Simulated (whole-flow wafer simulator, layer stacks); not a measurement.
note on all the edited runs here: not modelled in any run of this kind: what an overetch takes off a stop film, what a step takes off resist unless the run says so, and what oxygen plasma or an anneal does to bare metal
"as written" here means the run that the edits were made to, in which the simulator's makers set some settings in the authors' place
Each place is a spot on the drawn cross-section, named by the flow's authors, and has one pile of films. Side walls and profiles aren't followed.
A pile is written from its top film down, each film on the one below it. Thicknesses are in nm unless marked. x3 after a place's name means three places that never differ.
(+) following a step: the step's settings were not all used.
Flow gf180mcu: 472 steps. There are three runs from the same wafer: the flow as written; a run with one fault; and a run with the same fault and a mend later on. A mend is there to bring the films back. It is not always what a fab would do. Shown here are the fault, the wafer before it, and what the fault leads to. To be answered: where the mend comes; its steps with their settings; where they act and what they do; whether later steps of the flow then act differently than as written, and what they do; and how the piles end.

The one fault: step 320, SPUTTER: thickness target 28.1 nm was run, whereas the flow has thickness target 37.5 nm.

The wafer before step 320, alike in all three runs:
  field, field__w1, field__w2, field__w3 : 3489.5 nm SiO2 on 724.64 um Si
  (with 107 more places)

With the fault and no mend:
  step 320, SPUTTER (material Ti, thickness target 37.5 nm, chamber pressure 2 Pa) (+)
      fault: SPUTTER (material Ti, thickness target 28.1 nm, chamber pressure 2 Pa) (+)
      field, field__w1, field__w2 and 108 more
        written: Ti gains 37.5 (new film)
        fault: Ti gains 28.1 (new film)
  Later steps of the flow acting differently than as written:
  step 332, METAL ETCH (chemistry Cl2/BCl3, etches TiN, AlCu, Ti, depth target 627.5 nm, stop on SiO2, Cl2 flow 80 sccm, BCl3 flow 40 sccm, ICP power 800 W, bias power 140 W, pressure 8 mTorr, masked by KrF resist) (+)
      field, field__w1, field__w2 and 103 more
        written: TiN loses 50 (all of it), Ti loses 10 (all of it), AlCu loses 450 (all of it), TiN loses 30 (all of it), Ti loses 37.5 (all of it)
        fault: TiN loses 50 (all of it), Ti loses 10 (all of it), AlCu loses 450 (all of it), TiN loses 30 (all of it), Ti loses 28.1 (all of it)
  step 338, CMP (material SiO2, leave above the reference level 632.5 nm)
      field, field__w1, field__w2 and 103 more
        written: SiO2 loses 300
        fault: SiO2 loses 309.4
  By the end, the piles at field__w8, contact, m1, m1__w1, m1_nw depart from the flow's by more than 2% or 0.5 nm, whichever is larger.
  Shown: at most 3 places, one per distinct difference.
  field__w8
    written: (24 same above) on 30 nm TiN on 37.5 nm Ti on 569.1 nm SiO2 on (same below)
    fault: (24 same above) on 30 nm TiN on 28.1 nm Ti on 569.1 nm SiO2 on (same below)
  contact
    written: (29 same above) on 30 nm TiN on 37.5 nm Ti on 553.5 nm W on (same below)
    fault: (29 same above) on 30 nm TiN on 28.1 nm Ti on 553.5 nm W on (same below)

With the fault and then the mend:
  After step 320 comes the mend.
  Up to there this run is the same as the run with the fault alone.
  step 320a, SPUTTER (material Ti, thickness target 9.4 nm, chamber pressure 2 Pa) (+) (the flow's step 320 again, with other settings)
      field, field__w1, field__w2 and 108 more
        Ti gains 9.4
  None of the later steps of the flow acts differently than as written at any place that is followed.
  At every place that both follow, the piles at the end match the flow's.
